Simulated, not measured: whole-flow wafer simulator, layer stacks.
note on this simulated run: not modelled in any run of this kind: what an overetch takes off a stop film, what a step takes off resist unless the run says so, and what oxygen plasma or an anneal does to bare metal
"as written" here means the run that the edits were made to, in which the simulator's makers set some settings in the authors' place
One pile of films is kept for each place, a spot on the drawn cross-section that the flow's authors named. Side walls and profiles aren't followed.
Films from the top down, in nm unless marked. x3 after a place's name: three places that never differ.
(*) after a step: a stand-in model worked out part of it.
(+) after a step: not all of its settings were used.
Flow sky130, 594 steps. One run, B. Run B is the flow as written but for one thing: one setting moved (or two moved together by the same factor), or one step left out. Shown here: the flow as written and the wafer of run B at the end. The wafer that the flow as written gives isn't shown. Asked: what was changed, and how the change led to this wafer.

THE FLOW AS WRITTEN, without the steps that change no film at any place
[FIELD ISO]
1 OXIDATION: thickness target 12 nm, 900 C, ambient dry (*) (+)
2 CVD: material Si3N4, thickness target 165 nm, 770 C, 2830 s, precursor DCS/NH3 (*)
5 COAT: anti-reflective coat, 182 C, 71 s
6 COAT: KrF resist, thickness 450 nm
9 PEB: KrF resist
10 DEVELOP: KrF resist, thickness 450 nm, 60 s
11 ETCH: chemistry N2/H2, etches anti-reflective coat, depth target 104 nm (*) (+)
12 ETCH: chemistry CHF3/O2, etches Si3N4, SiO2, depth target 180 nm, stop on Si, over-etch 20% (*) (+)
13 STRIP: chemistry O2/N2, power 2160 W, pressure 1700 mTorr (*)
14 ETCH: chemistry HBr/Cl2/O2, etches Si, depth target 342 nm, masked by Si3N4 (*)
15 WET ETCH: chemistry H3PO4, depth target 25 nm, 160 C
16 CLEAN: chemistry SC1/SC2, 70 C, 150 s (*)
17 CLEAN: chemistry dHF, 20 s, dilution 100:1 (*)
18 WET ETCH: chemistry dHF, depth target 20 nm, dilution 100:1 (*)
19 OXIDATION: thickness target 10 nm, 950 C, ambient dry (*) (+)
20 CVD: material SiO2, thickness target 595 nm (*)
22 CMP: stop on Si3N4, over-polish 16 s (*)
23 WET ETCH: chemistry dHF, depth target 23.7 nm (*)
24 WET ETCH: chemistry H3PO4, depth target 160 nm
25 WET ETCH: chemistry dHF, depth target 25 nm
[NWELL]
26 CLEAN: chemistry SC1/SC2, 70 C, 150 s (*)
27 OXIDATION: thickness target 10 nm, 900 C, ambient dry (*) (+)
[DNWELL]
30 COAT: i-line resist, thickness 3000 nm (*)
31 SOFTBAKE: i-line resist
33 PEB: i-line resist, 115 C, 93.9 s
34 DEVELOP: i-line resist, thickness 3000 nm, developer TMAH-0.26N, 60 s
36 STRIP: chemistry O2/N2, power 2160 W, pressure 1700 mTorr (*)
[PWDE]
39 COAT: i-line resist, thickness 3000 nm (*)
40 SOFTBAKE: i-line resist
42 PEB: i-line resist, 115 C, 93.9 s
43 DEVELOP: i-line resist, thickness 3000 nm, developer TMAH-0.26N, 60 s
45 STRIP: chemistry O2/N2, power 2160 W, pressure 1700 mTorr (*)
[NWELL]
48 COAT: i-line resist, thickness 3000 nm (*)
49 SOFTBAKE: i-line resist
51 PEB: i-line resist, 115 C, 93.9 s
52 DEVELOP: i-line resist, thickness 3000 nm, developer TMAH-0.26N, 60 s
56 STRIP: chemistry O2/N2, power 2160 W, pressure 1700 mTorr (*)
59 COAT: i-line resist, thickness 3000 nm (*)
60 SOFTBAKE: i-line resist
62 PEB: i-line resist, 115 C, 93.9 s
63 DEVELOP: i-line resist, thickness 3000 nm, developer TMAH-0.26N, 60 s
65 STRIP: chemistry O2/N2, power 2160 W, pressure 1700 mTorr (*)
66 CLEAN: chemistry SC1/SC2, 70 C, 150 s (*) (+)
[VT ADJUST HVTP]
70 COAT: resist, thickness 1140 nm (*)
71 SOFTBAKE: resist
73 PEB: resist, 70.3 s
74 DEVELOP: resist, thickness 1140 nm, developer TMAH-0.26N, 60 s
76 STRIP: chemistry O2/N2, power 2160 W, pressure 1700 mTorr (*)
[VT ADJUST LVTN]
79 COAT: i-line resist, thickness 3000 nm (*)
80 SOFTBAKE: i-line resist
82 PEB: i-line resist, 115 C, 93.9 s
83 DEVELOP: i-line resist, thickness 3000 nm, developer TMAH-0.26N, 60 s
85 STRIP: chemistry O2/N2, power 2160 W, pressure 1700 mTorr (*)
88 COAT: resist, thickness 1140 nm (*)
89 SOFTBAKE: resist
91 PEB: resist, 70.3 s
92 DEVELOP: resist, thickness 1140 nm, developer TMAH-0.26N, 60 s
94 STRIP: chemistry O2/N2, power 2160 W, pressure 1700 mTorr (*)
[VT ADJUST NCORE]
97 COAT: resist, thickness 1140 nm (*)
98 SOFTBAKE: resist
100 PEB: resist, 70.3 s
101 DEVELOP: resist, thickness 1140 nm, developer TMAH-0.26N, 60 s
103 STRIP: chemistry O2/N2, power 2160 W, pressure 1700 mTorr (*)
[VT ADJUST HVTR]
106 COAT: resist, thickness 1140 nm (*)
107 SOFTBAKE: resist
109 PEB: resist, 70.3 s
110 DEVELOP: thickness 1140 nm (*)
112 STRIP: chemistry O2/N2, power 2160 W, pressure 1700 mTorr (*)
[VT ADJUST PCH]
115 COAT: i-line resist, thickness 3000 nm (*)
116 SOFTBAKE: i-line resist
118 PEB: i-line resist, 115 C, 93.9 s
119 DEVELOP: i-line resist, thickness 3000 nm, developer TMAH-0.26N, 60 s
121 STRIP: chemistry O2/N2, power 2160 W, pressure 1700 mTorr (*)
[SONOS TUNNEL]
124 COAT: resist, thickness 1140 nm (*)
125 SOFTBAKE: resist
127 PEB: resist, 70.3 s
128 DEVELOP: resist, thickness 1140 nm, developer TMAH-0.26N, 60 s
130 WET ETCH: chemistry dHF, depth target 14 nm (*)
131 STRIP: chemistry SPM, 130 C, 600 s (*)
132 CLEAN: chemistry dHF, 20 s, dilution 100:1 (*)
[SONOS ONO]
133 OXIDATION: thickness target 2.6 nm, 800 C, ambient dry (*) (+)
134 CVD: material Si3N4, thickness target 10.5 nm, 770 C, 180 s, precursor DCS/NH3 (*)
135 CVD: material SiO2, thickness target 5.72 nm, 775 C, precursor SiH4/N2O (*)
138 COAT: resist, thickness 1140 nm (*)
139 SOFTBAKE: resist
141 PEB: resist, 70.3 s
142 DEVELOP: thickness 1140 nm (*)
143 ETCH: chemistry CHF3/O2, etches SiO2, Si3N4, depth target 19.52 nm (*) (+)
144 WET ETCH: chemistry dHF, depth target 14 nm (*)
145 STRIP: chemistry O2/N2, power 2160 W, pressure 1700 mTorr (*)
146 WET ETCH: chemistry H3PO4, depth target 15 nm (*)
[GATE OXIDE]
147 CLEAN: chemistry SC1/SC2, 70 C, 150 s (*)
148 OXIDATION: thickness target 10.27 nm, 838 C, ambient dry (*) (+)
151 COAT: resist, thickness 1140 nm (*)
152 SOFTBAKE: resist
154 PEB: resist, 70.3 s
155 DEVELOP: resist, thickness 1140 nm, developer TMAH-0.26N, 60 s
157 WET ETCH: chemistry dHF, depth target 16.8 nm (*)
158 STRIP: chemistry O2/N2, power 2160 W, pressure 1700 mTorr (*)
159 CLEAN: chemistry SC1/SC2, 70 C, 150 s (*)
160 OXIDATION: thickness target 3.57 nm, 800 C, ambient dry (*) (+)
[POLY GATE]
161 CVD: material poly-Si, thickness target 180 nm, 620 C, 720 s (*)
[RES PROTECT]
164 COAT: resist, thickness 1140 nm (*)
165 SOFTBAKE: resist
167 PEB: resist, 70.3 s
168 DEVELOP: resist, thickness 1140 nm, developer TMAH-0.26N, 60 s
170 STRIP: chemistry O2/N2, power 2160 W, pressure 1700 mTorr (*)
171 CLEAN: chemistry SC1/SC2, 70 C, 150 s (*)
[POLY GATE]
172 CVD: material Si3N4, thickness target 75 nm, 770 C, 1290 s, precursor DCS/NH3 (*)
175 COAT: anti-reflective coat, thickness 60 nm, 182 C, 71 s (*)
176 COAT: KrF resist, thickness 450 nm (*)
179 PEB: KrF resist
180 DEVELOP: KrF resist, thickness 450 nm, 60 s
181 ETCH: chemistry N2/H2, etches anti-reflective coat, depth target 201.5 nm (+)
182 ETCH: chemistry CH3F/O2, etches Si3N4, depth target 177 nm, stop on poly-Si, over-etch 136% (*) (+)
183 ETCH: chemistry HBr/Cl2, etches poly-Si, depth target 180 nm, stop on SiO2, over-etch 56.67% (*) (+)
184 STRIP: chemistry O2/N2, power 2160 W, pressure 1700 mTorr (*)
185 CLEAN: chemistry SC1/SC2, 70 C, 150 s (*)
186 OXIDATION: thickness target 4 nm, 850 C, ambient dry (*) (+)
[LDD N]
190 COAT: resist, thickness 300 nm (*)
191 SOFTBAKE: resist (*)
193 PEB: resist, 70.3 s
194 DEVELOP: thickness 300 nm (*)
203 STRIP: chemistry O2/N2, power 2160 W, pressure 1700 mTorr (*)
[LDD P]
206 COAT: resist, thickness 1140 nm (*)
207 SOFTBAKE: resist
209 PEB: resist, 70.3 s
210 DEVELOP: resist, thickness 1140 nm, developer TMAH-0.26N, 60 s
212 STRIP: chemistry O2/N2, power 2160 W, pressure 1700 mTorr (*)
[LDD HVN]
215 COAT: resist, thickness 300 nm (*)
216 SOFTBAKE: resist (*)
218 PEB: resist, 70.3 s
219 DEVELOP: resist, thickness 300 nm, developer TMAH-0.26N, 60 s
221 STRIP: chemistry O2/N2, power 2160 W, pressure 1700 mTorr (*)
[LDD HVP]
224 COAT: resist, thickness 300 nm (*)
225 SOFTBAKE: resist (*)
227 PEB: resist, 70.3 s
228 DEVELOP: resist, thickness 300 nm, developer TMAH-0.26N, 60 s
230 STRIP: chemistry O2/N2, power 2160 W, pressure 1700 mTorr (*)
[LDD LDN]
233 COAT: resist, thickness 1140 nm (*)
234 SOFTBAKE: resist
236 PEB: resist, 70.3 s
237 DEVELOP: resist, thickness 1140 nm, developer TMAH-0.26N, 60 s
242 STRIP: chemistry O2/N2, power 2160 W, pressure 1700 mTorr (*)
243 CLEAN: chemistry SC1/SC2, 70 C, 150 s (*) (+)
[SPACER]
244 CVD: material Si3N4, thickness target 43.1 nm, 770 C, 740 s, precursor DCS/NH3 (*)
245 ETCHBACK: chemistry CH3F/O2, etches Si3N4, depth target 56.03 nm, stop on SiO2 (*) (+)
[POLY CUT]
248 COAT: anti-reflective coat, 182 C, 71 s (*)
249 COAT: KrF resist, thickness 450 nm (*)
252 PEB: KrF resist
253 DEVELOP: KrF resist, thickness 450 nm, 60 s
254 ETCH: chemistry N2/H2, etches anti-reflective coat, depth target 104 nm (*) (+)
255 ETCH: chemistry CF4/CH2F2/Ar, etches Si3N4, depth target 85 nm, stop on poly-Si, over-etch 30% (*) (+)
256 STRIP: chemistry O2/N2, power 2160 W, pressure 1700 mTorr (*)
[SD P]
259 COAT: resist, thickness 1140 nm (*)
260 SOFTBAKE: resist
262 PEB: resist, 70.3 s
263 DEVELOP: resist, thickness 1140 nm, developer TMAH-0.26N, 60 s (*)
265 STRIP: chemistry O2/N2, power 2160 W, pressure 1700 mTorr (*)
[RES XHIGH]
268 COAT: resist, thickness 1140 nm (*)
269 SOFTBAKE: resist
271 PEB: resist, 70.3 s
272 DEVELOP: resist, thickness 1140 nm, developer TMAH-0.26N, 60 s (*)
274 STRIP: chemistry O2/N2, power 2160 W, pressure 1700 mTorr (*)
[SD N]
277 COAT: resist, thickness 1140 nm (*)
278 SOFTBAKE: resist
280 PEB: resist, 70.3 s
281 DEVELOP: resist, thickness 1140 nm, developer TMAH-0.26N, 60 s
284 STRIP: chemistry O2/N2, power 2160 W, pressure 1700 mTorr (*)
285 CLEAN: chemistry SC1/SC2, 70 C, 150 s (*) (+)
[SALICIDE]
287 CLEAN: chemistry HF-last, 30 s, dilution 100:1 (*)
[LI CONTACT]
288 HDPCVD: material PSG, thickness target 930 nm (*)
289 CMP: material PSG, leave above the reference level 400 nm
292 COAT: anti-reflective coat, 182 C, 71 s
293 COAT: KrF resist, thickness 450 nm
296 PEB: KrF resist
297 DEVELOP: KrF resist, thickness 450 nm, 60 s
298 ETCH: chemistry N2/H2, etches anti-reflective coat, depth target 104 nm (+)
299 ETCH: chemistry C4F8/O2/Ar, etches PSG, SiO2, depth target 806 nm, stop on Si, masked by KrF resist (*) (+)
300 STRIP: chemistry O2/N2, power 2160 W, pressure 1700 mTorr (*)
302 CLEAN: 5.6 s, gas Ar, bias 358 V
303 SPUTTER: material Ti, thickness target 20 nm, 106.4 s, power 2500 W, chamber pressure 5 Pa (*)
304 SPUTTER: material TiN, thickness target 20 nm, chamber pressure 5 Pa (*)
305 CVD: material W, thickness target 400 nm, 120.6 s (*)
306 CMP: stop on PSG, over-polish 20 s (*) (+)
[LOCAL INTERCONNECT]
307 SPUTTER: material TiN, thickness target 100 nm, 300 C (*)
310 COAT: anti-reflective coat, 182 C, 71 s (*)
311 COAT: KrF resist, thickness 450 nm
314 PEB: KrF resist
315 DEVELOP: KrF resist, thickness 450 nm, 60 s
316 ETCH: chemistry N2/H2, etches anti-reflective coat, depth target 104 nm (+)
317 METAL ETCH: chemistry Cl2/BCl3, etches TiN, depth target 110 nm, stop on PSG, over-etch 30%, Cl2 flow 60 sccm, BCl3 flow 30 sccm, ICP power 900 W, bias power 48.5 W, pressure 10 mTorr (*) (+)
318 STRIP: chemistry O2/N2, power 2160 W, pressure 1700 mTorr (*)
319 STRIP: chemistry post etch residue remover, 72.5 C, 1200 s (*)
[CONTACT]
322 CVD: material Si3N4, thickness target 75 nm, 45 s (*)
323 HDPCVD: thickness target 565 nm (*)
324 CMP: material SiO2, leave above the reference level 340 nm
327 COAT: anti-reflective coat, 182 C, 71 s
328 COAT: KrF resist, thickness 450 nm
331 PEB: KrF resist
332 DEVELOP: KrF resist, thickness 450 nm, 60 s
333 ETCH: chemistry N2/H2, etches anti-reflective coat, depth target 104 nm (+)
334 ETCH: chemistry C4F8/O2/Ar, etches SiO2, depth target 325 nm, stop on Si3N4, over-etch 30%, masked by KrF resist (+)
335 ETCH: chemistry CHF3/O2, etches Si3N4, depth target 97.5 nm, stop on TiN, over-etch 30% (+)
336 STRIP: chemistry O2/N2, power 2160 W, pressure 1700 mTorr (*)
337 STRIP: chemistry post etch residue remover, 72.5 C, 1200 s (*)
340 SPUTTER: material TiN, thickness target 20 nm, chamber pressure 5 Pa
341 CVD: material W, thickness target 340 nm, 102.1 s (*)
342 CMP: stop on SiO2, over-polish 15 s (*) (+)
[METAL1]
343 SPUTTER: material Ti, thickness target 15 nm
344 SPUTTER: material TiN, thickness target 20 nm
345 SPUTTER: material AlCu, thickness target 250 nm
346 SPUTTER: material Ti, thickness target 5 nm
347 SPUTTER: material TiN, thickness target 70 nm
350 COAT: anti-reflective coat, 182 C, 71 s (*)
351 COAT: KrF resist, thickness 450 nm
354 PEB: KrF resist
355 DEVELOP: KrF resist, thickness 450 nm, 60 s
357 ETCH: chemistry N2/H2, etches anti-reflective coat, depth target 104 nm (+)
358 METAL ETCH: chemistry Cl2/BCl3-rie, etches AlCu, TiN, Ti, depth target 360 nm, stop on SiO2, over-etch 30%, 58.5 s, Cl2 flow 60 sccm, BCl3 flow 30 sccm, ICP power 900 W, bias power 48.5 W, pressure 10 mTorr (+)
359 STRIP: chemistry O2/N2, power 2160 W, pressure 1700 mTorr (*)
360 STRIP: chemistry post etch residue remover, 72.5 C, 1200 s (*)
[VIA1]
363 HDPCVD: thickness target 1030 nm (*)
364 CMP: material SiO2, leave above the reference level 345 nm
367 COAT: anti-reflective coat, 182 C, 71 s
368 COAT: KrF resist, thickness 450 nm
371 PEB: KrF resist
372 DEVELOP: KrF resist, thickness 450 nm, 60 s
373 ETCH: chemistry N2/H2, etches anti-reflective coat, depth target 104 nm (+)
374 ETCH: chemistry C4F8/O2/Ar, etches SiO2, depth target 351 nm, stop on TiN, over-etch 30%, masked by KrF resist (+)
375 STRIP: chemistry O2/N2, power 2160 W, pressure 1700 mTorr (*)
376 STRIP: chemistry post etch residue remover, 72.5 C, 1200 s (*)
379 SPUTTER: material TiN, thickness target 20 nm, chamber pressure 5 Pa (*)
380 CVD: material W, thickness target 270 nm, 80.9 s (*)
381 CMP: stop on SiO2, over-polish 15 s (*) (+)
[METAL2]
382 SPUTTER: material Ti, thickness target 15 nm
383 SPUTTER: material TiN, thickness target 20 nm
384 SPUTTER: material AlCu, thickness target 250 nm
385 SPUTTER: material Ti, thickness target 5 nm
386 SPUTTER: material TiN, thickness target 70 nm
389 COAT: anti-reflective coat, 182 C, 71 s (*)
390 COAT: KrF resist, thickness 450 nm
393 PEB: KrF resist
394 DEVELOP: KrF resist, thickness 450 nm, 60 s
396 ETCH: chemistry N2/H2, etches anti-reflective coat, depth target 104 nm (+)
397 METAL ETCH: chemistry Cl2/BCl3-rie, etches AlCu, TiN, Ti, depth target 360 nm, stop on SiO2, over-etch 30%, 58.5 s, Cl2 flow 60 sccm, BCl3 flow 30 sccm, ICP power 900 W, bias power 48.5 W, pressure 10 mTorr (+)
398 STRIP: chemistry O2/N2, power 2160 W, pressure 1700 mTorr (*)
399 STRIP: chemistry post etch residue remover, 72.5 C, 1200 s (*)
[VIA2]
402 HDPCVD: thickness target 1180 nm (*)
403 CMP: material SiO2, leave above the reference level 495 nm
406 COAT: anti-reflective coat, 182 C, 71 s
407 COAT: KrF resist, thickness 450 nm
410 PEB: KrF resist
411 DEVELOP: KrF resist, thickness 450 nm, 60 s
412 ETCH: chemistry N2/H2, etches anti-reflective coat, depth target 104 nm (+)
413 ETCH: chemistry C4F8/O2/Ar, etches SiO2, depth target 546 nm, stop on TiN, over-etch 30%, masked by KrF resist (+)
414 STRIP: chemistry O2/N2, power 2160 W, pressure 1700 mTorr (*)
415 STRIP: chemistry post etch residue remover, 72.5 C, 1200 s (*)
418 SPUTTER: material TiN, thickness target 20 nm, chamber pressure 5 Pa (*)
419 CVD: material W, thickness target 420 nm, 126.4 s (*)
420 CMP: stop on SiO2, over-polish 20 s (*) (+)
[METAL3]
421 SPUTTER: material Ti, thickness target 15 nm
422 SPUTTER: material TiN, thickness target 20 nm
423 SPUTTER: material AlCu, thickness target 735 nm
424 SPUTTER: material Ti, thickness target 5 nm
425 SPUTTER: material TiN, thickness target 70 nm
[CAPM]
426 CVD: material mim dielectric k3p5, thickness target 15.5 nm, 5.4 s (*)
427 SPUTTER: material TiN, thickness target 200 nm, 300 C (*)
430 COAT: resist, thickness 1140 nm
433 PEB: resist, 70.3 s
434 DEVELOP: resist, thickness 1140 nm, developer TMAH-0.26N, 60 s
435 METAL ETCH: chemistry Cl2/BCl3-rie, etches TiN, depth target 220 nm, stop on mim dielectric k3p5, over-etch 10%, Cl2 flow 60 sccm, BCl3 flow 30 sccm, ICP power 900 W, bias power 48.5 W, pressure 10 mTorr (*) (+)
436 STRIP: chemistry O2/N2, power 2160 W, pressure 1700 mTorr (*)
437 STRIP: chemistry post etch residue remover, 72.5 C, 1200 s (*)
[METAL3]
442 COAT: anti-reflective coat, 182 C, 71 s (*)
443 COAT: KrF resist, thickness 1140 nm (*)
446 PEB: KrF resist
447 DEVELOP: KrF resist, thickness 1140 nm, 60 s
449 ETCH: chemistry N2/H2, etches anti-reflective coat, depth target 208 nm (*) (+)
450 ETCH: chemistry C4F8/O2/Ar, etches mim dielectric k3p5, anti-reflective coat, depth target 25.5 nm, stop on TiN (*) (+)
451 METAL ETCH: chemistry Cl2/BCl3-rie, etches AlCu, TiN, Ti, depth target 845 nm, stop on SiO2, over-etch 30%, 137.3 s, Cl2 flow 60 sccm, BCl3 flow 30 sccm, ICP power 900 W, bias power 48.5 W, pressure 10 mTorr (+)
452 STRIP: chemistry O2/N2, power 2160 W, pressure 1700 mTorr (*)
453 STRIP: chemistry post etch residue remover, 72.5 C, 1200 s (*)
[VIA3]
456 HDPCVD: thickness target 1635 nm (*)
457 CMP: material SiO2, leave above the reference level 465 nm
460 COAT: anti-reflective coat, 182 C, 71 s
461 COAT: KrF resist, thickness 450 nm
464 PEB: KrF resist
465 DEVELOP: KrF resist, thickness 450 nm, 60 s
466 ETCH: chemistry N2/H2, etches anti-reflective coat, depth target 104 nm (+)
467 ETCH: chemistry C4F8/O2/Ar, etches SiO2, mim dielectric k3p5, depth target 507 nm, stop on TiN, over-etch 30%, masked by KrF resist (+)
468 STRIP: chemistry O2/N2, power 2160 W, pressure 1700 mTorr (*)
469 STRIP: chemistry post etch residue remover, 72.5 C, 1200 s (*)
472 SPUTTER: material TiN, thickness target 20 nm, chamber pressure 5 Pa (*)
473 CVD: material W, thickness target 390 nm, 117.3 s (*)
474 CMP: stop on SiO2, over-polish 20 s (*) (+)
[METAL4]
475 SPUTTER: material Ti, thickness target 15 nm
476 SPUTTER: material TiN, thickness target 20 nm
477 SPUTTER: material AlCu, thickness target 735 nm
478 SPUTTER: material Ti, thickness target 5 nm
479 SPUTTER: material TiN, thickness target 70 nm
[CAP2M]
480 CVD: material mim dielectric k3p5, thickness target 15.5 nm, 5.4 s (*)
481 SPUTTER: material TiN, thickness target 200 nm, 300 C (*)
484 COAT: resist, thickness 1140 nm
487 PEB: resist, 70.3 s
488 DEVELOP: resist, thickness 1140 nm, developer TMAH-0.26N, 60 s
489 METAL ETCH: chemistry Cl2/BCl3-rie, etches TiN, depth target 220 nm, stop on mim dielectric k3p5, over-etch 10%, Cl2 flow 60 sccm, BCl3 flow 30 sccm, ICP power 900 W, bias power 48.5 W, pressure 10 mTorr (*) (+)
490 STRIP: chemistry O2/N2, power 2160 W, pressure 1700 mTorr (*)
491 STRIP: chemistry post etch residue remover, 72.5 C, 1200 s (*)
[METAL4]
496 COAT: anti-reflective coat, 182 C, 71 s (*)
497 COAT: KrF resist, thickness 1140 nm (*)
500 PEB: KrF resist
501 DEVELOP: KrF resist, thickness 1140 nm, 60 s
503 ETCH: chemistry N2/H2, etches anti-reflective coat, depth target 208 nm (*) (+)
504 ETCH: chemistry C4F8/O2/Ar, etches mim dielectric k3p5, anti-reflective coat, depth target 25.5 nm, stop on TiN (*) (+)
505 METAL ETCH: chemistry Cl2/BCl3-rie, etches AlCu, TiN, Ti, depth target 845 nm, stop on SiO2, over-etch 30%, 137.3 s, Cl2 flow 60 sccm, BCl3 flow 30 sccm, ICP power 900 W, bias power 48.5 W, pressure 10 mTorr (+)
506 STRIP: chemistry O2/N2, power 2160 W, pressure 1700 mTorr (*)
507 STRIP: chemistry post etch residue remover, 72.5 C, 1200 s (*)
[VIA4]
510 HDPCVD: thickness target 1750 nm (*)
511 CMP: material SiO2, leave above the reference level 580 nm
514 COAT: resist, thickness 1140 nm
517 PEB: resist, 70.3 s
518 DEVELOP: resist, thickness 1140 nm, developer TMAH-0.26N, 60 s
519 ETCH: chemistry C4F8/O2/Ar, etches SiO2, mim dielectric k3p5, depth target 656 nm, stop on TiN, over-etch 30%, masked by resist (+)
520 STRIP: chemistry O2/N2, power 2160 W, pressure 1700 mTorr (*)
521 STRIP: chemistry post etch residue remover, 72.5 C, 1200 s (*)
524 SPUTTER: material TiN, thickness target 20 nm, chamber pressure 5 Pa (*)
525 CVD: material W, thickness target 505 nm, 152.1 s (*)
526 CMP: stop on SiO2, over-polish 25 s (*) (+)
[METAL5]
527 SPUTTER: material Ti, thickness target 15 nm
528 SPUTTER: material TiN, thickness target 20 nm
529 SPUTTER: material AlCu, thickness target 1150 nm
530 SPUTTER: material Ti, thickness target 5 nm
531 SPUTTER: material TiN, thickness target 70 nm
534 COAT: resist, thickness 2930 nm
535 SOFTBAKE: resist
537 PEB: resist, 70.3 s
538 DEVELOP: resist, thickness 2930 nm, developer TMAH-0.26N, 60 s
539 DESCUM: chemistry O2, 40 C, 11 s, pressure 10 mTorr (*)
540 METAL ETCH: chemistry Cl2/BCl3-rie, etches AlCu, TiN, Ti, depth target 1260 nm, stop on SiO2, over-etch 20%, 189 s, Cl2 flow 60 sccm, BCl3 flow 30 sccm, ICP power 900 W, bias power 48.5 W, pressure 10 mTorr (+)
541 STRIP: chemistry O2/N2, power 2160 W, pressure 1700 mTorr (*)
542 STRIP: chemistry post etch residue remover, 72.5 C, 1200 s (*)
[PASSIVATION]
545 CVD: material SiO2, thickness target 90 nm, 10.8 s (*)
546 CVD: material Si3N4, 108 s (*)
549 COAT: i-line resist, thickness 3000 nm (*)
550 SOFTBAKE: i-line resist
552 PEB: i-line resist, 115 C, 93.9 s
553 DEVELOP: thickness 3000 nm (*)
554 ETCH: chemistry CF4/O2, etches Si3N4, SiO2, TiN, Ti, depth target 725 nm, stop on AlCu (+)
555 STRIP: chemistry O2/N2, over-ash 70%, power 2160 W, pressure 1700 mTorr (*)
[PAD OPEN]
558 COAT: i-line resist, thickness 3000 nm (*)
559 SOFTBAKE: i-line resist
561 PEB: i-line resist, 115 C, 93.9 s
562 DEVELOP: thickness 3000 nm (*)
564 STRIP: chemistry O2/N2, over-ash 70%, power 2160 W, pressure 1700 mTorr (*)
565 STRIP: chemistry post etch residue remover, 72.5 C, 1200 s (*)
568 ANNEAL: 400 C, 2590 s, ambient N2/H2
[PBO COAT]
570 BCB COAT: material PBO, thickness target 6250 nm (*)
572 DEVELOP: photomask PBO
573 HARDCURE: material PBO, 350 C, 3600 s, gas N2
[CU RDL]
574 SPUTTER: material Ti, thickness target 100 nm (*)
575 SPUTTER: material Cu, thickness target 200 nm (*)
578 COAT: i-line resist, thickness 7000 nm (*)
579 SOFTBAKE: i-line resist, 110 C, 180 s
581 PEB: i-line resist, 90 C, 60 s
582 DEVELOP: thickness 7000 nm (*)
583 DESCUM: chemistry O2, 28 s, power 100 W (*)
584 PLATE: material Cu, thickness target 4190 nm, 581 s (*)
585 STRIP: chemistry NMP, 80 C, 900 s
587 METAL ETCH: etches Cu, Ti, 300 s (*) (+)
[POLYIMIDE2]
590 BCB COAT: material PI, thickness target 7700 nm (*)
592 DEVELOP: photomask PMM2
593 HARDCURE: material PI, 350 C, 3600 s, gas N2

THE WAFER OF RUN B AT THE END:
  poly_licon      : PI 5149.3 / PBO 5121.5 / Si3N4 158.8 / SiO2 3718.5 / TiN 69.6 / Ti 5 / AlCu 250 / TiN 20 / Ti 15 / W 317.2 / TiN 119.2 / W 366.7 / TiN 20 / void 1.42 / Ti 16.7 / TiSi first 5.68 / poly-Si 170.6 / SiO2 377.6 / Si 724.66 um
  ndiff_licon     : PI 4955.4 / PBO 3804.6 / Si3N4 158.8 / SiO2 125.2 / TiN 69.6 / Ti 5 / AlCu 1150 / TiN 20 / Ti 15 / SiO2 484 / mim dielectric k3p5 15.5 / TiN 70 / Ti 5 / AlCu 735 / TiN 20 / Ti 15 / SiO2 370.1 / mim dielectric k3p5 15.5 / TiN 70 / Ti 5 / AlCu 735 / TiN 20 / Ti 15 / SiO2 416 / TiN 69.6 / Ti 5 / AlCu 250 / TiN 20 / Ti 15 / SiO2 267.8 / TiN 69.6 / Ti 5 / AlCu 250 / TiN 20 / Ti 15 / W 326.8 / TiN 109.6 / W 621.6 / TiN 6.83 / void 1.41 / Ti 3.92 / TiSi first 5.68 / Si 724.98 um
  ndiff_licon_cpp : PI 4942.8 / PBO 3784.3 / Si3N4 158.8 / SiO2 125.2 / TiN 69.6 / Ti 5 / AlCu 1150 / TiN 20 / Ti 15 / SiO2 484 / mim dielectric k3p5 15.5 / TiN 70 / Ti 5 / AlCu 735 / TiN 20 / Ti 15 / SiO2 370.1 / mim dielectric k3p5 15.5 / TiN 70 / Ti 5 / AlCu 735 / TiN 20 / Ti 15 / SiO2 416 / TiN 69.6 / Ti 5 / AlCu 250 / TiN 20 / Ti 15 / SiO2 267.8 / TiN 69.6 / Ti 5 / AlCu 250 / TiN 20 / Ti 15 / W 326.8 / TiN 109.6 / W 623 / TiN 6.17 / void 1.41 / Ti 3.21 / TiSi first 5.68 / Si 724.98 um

The cause: step 568, ANNEAL: 1166 s was run, where the flow has 2590 s.

How the change led to this, step by step:
  568 ANNEAL: 400 C, 2590 s, ambient N2/H2
      poly_licon, rpo_hd_licon: under 11 films: void +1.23 (new film), Ti -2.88, TiSi first +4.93 (new film), poly-Si -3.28 (as written it would be: under 11 films: void +1.65 (new film), Ti -3.85, TiSi first +6.58 (new film), poly-Si -4.38)
      ndiff_licon, ndiff_licon_cpp: under 37 films: void +1.22 (new film), Ti -2.88, TiSi first +4.93 (new film), Si -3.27 (as written it would be: under 37 films: void +1.63 (new film), Ti -3.85, TiSi first +6.58 (new film), Si -4.36)
